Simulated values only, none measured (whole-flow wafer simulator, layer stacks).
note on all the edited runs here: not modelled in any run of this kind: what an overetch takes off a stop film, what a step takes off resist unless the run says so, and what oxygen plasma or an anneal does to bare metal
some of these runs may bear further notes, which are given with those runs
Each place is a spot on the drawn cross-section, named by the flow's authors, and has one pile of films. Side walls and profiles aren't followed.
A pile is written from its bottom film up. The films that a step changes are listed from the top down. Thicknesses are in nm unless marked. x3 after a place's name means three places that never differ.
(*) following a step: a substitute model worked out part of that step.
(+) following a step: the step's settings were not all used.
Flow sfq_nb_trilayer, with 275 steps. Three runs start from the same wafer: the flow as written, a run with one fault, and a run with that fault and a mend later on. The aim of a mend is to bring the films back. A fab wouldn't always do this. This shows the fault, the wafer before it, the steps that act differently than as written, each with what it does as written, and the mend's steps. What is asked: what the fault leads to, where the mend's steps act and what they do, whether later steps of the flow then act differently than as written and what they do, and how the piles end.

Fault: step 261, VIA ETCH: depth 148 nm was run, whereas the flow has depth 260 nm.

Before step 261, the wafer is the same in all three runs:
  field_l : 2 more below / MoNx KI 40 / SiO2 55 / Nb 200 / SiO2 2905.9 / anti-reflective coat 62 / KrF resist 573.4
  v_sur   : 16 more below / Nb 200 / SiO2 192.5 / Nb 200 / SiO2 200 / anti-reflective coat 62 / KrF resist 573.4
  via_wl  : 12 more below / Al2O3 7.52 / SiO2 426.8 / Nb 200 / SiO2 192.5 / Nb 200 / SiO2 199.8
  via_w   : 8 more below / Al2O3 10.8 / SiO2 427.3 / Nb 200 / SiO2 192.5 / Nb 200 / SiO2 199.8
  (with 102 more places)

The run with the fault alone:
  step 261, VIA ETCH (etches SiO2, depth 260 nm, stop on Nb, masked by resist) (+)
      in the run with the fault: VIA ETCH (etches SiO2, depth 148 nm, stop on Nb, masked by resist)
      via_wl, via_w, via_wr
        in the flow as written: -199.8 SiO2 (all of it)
        in the run with the fault: -148 SiO2
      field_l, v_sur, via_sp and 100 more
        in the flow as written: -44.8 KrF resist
        in the run with the fault: -25.5 KrF resist
  Later steps of the flow acting differently than as written (3 other steps are not shown; they differ only slightly, by no more than 2% or 0.5 nm, whichever is larger):
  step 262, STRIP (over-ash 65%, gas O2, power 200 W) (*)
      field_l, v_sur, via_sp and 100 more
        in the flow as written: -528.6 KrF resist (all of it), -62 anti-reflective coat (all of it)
        in the run with the fault: -547.9 KrF resist (all of it), -62 anti-reflective coat (all of it)
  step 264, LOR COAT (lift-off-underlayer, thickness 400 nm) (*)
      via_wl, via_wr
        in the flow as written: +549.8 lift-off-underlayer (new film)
        in the run with the fault: +510.9 lift-off-underlayer (new film)
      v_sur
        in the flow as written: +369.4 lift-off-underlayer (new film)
        in the run with the fault: +377.3 lift-off-underlayer (new film)
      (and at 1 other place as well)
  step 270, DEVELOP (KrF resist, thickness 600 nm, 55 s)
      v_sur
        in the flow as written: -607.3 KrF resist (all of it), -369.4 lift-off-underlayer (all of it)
        in the run with the fault: -605.1 KrF resist (all of it), -377.3 lift-off-underlayer (all of it)
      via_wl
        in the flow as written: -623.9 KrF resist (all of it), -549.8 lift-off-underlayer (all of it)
        in the run with the fault: -617.3 KrF resist (all of it), -510.9 lift-off-underlayer (all of it)
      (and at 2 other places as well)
  By the end, the piles at via_wl, via_w, via_wr depart from the flow's by more than 2% or 0.5 nm, whichever is larger.
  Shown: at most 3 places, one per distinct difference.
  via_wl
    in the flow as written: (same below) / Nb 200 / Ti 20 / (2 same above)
    in the run with the fault: (same below) / Nb 200 / SiO2 51.8 / Ti 20 / (2 same above)

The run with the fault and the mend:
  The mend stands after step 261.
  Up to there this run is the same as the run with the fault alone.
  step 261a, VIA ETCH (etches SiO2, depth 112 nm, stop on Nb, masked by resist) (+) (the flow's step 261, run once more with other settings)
      field_l, v_sur, via_sp and 100 more
        -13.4 KrF resist
      via_wl, via_w, via_wr
        -51.8 SiO2 (all of it)
  Later steps of the flow that are run all act as written at every place that is followed, up to a difference of at most 2% or 0.5 nm, whichever is larger.
  At every place that both follow, the piles at the end match the flow's.
